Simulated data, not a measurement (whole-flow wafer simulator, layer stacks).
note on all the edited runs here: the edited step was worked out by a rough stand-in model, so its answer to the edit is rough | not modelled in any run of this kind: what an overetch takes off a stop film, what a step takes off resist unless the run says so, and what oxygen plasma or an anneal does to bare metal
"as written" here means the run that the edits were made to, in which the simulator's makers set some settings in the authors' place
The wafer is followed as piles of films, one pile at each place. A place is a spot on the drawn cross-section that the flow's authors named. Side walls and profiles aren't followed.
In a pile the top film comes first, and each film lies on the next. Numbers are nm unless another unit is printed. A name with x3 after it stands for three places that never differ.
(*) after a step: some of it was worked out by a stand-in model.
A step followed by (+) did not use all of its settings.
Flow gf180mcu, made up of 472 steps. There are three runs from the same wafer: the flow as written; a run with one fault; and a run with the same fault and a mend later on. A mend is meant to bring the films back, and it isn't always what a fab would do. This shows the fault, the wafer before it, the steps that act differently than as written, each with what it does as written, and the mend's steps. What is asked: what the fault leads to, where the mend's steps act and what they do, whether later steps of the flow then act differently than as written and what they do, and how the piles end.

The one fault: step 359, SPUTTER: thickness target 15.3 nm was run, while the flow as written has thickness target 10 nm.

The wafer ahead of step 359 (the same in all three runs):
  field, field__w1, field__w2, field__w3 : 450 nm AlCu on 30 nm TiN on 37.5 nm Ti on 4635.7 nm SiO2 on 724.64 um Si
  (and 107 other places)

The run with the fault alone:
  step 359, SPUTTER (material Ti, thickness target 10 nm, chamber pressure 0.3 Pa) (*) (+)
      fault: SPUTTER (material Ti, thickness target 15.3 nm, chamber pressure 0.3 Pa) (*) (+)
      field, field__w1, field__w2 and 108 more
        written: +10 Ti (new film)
        fault: +15.3 Ti (new film)
  Steps further on in the flow that do not act as written (not shown: 5 more steps that differ only slightly, by at most 2% or 0.5 nm, whichever is larger):
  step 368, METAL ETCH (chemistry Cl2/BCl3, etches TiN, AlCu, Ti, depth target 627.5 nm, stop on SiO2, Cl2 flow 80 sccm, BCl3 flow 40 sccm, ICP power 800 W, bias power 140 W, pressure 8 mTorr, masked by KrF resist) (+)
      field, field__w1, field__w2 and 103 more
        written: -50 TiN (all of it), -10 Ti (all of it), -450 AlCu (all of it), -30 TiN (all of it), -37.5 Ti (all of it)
        fault: -50 TiN (all of it), -15.3 Ti (all of it), -450 AlCu (all of it), -30 TiN (all of it), -37.5 Ti (all of it)
  The piles end different from the flow's at field__w8, contact, m1, m1__w1, m1_nw by more than 2% or 0.5 nm, whichever is larger.
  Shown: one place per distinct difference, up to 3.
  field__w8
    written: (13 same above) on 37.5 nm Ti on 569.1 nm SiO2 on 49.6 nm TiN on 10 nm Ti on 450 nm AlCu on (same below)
    fault: (13 same above) on 37.5 nm Ti on 563.8 nm SiO2 on 49.6 nm TiN on 15.3 nm Ti on 450 nm AlCu on (same below)
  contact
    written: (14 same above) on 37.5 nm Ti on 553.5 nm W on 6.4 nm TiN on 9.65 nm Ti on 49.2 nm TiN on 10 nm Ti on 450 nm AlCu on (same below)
    fault: (14 same above) on 37.5 nm Ti on 548.2 nm W on 6.42 nm TiN on 9.68 nm Ti on 49.2 nm TiN on 15.3 nm Ti on 450 nm AlCu on (same below)

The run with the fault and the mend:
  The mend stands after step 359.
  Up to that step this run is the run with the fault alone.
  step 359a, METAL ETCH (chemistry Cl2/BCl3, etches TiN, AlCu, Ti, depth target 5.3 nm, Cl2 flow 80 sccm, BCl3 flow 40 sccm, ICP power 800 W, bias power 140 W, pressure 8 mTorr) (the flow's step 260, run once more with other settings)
      field, field__w1, field__w2 and 108 more
        -5.3 Ti
  Later steps of the flow that are run all act as written at every place that is followed.
  By the end, the piles equal the flow's at every place that both follow.
